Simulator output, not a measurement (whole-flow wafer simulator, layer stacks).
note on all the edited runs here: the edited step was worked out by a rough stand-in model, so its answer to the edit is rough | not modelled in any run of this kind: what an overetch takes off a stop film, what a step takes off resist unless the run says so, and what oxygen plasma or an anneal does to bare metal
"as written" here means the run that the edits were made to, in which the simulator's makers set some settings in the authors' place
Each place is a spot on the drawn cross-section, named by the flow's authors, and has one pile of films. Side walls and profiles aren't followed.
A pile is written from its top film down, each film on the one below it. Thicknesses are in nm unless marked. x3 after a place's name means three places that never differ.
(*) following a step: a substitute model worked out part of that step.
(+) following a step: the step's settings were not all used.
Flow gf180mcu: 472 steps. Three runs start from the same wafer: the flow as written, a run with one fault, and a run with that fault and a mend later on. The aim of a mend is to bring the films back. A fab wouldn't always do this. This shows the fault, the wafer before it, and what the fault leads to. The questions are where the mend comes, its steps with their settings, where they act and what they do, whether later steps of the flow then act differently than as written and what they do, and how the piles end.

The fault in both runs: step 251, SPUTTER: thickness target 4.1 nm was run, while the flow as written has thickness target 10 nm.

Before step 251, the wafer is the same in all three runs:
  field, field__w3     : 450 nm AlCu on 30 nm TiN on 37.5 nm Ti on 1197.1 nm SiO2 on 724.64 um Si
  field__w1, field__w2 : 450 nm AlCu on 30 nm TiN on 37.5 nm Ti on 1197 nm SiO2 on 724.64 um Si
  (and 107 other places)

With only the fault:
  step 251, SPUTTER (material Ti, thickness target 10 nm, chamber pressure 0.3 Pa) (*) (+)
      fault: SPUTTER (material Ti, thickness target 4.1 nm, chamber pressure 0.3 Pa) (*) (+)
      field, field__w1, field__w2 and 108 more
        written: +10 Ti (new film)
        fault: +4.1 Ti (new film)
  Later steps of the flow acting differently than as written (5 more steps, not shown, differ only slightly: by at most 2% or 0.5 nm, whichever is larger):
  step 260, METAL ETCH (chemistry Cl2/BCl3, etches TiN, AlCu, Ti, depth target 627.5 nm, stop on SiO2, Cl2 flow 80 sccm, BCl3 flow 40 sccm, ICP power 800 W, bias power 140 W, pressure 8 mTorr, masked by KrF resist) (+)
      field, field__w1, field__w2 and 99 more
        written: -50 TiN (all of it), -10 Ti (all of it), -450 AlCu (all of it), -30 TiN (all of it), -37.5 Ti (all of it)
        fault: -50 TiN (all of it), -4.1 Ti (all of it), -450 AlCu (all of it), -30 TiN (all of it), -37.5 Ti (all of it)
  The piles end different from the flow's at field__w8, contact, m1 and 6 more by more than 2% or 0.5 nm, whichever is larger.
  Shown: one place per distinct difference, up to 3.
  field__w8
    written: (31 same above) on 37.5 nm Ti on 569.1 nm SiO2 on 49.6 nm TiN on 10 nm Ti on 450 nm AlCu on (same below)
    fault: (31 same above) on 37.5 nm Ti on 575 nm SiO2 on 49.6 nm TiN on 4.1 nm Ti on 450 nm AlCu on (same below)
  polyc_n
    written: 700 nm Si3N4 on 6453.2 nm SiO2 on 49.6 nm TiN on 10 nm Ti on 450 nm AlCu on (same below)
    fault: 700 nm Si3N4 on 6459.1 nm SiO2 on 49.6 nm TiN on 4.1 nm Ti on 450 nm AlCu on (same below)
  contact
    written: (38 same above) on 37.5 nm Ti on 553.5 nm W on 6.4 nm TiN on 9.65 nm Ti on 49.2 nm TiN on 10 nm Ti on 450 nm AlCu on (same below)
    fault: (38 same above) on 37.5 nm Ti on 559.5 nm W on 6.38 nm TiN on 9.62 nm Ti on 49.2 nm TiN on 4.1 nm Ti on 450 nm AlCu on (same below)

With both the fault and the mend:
  The mend follows step 251.
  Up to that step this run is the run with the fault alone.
  step 251a, SPUTTER (material Ti, thickness target 5.9 nm, chamber pressure 0.3 Pa) (*) (+) (the flow's step 251, run once more with other settings)
      field, field__w1, field__w2 and 108 more
        +5.9 Ti
  None of the later steps of the flow acts differently than as written at any place that is followed.
  At every place that both follow, the piles at the end match the flow's.
